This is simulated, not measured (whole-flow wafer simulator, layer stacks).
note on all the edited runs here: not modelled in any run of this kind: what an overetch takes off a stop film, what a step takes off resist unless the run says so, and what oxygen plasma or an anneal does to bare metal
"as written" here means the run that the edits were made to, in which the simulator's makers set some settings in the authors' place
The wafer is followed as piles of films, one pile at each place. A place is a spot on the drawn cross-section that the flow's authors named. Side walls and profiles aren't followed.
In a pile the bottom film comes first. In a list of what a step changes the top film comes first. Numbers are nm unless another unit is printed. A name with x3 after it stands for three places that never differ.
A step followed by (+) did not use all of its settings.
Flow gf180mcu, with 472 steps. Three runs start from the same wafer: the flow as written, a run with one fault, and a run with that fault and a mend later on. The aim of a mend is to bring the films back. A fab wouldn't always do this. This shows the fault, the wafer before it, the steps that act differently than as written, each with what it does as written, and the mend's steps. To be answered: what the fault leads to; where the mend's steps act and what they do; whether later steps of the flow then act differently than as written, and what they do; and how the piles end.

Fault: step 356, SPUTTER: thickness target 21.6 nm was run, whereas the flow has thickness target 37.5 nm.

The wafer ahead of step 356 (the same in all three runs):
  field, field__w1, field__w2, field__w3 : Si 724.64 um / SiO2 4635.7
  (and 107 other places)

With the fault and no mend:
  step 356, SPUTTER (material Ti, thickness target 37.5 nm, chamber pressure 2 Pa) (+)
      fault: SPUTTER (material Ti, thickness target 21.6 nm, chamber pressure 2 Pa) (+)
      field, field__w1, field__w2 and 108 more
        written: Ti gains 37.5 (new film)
        fault: Ti gains 21.6 (new film)
  Later steps of the flow acting differently than as written:
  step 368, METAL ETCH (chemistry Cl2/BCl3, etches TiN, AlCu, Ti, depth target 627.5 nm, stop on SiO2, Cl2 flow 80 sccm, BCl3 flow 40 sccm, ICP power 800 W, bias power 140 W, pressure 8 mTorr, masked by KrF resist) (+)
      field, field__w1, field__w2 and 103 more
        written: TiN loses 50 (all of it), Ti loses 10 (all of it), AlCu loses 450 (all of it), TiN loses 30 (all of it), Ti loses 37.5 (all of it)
        fault: TiN loses 50 (all of it), Ti loses 10 (all of it), AlCu loses 450 (all of it), TiN loses 30 (all of it), Ti loses 21.6 (all of it)
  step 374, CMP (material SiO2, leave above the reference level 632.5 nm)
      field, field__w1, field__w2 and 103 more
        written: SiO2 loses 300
        fault: SiO2 loses 315.9
  The piles end different from the flow's at field__w8, contact, m1, m1__w1, m1_nw by more than 2% or 0.5 nm, whichever is larger.
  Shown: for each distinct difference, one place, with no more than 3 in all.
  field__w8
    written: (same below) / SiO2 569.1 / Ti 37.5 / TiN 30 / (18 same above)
    fault: (same below) / SiO2 569.1 / Ti 21.6 / TiN 30 / (18 same above)
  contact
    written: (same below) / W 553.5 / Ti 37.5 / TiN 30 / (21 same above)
    fault: (same below) / W 553.5 / Ti 21.6 / TiN 30 / (21 same above)

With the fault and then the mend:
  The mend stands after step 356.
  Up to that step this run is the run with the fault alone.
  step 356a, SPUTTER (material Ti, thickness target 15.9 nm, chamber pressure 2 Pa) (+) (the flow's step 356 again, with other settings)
      field, field__w1, field__w2 and 108 more
        Ti gains 15.9
  Later steps of the flow that are run all act as written at every place that is followed.
  At every place that both follow, the piles at the end match the flow's.
